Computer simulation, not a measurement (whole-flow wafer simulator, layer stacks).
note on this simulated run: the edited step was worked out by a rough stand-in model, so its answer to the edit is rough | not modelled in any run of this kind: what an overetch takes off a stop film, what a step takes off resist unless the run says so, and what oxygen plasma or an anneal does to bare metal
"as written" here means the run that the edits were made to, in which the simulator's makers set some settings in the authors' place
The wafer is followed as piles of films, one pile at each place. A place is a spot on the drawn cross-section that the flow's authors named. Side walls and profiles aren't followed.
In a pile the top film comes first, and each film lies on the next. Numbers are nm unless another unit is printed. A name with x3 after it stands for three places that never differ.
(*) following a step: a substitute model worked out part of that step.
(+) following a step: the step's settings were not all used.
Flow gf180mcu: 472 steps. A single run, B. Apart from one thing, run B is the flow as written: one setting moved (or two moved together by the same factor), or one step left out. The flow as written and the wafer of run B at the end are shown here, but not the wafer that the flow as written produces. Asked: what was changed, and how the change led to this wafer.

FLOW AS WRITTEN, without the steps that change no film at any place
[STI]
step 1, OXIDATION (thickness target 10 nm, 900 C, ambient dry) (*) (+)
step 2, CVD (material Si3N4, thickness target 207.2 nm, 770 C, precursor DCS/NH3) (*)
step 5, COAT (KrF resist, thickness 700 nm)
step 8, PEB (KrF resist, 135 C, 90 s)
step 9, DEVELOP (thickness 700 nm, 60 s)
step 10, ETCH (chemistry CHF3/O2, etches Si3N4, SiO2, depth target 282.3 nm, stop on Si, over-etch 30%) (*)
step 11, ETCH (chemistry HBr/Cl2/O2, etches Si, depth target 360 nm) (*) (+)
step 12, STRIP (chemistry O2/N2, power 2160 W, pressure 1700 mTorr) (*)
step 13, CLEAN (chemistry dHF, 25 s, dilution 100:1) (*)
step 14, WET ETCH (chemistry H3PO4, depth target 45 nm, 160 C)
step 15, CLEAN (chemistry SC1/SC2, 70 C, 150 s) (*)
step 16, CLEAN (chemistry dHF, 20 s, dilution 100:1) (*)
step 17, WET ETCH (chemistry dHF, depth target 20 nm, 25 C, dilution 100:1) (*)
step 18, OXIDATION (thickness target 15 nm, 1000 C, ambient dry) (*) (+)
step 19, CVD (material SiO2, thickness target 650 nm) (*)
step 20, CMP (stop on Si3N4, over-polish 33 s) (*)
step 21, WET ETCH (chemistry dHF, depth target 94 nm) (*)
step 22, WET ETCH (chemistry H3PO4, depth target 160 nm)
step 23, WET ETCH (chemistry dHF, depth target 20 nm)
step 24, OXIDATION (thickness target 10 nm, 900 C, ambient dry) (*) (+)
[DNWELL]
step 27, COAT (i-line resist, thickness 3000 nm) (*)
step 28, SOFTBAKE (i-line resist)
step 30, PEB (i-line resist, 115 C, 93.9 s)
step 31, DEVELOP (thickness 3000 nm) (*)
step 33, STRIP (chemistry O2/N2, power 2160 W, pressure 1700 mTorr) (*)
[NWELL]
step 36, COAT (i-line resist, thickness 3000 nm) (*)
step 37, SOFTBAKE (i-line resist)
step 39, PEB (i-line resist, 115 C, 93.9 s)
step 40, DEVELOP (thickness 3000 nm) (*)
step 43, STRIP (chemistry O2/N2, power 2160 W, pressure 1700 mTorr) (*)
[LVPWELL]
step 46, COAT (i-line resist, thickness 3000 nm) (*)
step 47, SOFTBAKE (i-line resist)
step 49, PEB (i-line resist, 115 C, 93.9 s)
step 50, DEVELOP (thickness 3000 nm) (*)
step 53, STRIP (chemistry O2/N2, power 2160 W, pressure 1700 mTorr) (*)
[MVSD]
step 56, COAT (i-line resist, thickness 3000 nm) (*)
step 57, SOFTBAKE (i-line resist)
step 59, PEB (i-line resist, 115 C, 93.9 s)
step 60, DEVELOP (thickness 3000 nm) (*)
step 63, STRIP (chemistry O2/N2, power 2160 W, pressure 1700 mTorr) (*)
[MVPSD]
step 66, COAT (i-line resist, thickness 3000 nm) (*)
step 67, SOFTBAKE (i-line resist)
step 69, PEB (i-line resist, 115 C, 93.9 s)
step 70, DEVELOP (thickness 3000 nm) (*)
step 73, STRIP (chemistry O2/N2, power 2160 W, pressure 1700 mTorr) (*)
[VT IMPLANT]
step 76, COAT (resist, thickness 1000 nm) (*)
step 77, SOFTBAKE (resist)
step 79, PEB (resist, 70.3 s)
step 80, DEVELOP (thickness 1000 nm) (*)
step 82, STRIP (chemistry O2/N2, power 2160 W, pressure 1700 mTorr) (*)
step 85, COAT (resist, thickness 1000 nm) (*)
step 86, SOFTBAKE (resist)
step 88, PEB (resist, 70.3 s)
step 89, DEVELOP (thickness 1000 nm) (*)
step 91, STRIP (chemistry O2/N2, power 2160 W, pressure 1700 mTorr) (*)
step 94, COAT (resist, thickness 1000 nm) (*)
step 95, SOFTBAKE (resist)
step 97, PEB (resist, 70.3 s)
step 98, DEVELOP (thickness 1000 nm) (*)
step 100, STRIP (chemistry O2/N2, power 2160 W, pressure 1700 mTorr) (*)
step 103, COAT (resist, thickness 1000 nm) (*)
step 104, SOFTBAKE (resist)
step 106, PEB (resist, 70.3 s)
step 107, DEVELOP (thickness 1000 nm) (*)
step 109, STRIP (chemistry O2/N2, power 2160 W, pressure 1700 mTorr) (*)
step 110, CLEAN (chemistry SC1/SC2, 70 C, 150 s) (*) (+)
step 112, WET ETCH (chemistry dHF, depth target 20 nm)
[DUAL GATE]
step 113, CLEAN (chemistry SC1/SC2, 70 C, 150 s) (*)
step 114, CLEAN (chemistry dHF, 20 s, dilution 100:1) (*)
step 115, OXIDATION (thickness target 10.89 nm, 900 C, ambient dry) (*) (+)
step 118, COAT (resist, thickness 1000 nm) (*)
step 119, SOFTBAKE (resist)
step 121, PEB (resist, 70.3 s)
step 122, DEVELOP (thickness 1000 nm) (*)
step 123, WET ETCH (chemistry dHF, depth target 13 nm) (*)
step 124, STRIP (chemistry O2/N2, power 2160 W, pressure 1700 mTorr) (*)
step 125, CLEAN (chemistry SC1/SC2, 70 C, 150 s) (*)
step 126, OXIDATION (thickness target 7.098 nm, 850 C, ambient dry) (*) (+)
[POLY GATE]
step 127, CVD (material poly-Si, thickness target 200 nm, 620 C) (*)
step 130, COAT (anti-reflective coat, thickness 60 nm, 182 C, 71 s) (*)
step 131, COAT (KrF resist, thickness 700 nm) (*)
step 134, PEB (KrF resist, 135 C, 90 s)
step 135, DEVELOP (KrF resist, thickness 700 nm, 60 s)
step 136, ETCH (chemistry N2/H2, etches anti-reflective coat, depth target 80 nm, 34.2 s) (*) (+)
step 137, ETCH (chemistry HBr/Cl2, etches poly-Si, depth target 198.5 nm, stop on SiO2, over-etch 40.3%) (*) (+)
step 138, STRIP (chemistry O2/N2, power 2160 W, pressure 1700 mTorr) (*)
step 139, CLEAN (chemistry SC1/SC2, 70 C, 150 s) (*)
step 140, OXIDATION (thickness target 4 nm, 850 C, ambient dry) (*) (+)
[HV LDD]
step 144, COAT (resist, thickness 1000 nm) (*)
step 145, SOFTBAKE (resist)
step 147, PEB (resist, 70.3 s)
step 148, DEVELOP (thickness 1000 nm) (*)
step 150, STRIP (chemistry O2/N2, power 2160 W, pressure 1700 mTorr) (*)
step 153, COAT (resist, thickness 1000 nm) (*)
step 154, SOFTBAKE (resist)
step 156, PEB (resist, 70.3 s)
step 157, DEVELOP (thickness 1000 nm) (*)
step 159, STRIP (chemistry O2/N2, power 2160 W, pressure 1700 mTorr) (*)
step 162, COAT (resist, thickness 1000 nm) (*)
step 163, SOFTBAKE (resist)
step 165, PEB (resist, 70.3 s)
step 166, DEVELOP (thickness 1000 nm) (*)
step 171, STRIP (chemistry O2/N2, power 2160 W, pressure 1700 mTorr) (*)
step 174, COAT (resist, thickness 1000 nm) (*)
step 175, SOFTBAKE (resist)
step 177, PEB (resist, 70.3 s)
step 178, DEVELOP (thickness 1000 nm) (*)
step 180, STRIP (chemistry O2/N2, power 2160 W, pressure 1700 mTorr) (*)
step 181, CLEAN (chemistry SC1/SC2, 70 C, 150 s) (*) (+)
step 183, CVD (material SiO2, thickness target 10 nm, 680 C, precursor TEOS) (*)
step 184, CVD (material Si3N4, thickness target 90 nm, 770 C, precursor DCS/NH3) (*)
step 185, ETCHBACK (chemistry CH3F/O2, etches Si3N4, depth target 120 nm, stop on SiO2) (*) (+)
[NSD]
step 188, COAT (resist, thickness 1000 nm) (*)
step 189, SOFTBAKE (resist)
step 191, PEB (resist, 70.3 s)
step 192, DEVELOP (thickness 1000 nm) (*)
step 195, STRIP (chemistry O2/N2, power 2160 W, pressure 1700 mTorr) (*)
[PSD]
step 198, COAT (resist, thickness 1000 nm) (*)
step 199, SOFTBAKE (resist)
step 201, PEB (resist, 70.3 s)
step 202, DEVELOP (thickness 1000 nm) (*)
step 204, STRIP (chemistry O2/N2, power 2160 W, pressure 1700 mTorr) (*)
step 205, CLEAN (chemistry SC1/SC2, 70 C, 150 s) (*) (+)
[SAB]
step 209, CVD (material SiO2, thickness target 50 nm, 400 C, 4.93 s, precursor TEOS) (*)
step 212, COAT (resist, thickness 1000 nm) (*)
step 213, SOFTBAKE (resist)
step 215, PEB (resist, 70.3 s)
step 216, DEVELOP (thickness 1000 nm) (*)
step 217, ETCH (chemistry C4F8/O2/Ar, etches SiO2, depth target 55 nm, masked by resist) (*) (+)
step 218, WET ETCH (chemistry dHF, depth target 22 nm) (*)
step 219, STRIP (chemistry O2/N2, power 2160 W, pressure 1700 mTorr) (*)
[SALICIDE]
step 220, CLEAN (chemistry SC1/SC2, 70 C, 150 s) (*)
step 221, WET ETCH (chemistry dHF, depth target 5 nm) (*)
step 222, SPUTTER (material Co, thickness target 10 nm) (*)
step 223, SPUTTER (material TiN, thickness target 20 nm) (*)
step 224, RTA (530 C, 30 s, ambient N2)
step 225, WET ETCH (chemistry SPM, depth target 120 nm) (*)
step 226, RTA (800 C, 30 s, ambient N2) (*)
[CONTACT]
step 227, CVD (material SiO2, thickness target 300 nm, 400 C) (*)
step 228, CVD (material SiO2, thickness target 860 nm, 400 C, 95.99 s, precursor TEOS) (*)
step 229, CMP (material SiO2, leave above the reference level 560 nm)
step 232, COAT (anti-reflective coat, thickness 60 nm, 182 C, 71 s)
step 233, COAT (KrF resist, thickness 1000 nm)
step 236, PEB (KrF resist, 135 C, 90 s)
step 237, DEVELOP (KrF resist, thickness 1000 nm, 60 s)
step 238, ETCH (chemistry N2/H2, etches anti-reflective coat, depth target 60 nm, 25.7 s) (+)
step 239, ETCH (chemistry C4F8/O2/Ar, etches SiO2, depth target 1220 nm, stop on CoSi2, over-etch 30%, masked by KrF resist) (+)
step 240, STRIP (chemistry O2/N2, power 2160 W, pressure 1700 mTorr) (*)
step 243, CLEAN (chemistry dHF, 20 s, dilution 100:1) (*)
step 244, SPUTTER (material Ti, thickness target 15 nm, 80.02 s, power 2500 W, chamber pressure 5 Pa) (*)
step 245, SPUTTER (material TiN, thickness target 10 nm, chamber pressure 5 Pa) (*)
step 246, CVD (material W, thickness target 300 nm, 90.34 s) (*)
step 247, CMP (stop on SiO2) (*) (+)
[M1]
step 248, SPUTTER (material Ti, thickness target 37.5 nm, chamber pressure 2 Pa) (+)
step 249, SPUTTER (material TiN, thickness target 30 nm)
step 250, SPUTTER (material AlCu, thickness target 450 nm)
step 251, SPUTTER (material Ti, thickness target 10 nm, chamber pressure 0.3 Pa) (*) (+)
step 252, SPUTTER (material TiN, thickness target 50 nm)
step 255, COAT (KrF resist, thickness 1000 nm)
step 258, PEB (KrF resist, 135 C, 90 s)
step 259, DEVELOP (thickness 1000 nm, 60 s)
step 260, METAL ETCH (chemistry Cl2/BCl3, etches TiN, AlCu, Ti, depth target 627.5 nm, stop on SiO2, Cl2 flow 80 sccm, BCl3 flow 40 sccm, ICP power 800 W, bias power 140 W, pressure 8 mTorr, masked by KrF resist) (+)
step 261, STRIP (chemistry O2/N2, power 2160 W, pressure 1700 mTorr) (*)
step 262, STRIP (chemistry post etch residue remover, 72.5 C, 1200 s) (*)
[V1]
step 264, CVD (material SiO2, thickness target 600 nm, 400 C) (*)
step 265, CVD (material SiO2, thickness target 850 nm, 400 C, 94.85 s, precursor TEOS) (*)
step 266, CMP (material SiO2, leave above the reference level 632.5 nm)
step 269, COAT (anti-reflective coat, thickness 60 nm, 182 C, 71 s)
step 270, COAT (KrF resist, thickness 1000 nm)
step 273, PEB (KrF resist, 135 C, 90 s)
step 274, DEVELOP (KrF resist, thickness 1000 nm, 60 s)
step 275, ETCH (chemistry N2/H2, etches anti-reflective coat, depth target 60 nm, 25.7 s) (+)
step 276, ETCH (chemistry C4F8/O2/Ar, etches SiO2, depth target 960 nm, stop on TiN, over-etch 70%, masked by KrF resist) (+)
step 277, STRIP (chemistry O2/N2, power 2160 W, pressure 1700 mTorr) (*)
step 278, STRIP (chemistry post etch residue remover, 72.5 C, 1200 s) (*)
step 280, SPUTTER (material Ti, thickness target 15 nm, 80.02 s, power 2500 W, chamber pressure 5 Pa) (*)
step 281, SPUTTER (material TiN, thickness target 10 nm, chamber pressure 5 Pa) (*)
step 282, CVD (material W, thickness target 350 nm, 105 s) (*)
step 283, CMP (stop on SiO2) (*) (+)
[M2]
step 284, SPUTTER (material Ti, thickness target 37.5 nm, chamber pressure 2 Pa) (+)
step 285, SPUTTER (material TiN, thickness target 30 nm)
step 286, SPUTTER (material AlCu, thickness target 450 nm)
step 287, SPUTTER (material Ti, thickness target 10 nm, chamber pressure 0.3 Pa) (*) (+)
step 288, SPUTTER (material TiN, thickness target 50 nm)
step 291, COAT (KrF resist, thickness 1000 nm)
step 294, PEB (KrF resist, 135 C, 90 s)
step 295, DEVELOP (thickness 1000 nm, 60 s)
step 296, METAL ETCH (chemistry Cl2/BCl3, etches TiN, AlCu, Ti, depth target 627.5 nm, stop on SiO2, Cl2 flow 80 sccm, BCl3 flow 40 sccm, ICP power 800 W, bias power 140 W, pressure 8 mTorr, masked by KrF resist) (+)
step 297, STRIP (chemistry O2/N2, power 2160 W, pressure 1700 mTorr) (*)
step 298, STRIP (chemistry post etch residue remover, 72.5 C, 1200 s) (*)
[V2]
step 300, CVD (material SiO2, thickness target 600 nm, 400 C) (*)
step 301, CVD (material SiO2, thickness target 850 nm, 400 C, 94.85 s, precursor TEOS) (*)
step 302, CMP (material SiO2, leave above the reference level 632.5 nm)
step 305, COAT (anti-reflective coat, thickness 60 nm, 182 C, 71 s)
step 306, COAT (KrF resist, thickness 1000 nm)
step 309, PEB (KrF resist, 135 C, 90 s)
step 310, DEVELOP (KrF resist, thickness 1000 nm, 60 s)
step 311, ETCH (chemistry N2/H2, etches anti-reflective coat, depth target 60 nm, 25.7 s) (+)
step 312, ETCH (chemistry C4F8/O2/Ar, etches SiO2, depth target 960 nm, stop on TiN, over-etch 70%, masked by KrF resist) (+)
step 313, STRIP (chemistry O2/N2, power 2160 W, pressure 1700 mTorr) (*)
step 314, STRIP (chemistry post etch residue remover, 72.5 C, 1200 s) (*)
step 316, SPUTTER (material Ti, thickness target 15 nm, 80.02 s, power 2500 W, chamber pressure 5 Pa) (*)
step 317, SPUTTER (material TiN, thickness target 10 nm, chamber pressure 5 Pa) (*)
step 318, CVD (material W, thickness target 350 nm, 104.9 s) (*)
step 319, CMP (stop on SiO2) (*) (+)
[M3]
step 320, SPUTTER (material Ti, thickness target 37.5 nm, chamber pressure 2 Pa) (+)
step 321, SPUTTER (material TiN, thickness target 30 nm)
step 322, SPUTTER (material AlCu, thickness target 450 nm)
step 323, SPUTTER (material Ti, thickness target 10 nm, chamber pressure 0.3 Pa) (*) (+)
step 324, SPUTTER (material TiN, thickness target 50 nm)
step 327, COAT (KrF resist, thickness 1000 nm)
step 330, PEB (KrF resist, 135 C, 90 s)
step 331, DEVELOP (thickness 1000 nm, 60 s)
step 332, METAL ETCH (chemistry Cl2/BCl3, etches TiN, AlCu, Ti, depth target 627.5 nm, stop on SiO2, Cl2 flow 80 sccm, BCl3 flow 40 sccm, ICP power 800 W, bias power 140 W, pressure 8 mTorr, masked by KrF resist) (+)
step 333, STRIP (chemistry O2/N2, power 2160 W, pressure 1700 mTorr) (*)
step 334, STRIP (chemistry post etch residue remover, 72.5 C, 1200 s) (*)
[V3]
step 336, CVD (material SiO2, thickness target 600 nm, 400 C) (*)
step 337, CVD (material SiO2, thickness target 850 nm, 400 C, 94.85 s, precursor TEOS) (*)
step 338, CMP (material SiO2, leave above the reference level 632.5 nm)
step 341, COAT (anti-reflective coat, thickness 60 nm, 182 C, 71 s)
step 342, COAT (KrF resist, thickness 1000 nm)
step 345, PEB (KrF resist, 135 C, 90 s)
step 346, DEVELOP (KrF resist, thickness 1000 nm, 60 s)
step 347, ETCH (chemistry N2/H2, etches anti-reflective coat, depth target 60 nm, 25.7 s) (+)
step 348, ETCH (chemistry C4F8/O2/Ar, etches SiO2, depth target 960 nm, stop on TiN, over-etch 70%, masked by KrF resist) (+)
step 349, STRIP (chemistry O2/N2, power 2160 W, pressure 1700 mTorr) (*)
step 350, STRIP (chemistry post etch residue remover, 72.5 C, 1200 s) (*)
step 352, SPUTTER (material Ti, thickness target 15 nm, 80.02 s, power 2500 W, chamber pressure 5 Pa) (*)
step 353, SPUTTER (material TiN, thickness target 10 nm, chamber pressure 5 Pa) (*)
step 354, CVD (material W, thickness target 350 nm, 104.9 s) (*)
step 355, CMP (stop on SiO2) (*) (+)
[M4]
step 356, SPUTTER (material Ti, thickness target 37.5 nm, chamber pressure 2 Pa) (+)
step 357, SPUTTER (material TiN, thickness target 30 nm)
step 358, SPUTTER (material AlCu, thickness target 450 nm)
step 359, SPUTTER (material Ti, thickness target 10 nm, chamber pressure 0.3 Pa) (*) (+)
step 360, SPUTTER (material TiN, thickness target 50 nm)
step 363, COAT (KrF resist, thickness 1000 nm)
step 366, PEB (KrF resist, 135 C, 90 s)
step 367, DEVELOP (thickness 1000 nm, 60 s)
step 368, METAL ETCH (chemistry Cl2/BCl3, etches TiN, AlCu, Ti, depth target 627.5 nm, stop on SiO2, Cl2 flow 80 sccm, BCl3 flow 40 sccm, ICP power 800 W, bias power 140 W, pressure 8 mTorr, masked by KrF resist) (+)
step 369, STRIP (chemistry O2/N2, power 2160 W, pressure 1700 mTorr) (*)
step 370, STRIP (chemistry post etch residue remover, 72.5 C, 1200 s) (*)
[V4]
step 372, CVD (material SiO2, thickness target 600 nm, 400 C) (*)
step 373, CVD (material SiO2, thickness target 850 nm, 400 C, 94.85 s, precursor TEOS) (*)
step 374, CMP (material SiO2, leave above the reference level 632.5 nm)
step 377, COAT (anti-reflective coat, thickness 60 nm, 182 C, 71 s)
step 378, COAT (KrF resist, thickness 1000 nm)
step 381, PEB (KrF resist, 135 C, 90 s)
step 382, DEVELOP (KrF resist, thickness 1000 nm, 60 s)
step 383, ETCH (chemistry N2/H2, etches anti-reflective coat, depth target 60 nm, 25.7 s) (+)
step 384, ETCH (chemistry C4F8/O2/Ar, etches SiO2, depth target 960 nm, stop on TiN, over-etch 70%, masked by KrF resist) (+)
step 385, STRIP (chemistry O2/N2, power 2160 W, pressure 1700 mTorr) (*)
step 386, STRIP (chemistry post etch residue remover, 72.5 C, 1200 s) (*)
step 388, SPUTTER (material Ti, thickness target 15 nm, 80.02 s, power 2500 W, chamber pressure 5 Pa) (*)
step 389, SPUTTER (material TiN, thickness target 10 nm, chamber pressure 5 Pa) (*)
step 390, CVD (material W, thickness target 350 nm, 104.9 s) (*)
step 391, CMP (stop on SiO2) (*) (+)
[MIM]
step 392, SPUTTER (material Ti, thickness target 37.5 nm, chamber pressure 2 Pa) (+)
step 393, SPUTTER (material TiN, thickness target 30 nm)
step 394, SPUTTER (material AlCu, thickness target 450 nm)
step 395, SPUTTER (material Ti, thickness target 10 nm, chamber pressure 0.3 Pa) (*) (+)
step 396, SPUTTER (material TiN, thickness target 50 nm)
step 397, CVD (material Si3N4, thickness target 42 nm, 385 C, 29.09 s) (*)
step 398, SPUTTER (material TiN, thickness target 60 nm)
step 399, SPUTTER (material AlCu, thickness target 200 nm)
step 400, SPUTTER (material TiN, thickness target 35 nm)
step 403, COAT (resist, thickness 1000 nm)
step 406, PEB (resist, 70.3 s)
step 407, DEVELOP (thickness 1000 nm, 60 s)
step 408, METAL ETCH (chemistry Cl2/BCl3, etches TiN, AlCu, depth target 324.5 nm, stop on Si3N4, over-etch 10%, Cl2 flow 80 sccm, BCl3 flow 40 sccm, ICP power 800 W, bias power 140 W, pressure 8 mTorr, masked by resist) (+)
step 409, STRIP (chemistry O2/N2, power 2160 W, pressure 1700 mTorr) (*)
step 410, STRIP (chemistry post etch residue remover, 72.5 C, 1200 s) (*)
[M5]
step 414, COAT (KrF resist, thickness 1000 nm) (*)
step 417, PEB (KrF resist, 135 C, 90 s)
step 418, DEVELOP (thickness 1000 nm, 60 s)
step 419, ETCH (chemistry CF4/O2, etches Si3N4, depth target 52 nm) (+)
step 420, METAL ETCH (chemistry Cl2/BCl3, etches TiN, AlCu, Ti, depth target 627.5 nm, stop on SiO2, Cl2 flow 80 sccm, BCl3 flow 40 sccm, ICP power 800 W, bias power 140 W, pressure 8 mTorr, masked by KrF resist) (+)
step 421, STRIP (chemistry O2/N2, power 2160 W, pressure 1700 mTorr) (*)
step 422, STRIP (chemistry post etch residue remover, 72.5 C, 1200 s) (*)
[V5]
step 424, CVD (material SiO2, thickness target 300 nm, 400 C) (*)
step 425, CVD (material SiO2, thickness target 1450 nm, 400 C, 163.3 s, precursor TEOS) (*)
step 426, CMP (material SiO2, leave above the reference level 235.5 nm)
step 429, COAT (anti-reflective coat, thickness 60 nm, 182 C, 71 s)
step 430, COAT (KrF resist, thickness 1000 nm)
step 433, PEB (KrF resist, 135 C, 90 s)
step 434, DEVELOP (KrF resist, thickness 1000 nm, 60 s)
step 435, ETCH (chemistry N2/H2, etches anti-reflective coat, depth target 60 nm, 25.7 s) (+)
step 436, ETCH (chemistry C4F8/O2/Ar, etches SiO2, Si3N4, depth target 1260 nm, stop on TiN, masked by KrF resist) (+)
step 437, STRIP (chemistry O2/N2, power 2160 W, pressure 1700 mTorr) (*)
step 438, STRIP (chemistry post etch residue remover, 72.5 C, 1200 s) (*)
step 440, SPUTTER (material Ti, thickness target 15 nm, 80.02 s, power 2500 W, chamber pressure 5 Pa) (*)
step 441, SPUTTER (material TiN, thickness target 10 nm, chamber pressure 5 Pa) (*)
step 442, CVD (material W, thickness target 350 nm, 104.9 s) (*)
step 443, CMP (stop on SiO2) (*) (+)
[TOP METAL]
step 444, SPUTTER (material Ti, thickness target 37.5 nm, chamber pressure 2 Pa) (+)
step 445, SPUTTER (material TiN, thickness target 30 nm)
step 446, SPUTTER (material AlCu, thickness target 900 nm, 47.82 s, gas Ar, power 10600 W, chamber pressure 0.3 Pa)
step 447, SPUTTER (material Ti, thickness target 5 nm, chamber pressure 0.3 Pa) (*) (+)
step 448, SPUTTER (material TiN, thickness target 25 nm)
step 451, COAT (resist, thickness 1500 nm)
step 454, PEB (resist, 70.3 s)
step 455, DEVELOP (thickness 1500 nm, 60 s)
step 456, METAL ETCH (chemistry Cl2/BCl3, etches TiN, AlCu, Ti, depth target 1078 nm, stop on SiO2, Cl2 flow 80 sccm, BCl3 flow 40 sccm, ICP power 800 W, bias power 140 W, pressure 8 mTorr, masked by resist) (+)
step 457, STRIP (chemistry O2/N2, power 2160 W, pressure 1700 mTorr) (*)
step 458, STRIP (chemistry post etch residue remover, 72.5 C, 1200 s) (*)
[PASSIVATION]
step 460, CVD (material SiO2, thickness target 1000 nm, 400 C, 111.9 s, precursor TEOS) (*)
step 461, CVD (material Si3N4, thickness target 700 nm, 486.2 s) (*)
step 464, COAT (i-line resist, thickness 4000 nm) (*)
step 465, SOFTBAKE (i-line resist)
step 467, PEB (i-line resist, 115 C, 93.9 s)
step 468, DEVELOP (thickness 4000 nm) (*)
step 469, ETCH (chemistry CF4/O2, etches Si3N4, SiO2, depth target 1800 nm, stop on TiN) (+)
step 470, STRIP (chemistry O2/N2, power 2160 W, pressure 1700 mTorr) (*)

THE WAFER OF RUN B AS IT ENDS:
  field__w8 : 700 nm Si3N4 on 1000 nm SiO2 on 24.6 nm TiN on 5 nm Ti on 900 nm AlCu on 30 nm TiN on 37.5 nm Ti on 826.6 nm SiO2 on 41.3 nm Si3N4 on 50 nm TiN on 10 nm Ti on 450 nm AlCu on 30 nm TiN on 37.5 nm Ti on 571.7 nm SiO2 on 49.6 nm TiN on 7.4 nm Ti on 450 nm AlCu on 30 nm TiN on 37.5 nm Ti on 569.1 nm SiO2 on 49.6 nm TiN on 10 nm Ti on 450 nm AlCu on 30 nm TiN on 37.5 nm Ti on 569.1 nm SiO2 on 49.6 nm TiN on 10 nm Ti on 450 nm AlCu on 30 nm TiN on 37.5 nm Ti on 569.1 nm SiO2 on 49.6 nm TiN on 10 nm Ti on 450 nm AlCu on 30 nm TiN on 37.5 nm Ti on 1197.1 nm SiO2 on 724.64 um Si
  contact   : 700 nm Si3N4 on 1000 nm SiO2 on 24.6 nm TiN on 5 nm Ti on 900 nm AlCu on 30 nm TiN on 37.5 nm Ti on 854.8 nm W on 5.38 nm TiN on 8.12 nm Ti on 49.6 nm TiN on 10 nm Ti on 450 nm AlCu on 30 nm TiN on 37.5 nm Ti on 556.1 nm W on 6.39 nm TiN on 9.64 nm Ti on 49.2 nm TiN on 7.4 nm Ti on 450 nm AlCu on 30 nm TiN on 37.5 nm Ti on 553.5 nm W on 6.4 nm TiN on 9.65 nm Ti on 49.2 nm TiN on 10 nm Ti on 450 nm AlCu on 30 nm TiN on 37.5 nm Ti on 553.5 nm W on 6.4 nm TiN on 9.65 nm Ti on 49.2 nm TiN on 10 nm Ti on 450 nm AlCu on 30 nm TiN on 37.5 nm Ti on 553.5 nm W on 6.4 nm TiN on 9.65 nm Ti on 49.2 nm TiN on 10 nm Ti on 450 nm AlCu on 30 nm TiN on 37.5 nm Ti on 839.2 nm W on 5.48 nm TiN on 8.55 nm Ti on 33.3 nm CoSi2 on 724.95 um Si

What caused this: step 359, SPUTTER: thickness target 7.4 nm was run, though the flow has thickness target 10 nm.
The wafer lets one read it off: field__w8 has Ti 7.4, and step 359 as written asks for 10 nm.

Step by step, how the change led to this:
  step 359, SPUTTER (material Ti, thickness target 10 nm, chamber pressure 0.3 Pa) (*) (+)
      field, field__w1, field__w2 and 108 more: Ti gains 7.4 (new film) (as written it would have been: Ti gains 10 (new film))
  step 368, METAL ETCH (chemistry Cl2/BCl3, etches TiN, AlCu, Ti, depth target 627.5 nm, stop on SiO2, Cl2 flow 80 sccm, BCl3 flow 40 sccm, ICP power 800 W, bias power 140 W, pressure 8 mTorr, masked by KrF resist) (+)
      field, field__w1, field__w2 and 103 more: TiN loses 50 (all of it), Ti loses 7.4 (all of it), AlCu loses 450 (all of it), TiN loses 30 (all of it), Ti loses 37.5 (all of it) (as written it would have been: TiN loses 50 (all of it), Ti loses 10 (all of it), AlCu loses 450 (all of it), TiN loses 30 (all of it), Ti loses 37.5 (all of it))
